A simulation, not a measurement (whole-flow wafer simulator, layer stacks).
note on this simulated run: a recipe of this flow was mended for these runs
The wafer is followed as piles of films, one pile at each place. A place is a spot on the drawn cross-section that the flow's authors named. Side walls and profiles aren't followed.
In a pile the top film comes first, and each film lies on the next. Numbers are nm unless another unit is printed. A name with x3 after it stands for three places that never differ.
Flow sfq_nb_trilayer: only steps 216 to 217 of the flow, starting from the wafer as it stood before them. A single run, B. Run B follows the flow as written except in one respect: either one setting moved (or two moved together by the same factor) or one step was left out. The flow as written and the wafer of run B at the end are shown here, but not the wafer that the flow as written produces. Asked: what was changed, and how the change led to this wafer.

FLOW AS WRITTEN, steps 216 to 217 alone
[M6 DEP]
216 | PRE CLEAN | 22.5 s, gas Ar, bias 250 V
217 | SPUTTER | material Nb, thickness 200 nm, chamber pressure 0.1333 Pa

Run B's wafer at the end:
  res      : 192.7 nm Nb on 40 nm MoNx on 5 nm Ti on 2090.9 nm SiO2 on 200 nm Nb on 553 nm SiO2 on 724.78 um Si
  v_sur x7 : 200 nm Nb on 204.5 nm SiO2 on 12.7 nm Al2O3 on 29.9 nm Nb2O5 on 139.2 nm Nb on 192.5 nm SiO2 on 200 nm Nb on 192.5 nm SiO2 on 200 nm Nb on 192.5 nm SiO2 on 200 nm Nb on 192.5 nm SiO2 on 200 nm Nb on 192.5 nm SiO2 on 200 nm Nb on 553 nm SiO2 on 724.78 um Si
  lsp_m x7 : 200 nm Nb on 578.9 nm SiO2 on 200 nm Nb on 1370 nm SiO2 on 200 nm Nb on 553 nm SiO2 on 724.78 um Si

Cause: step 216, PRE CLEAN: 30.9 s was run, whereas the flow has 22.5 s.

How this came from the change, step by step:
  216 | PRE CLEAN | 22.5 s, gas Ar, bias 250 V
      res: -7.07 Ti (all of it) (it would be, as written: -4.53 Ti)
      field_l x2, v_sur x7, via_wl x2 and 92 more: -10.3 SiO2 (it would be, as written: -7.5 SiO2)
      (as well as at 2 more places)
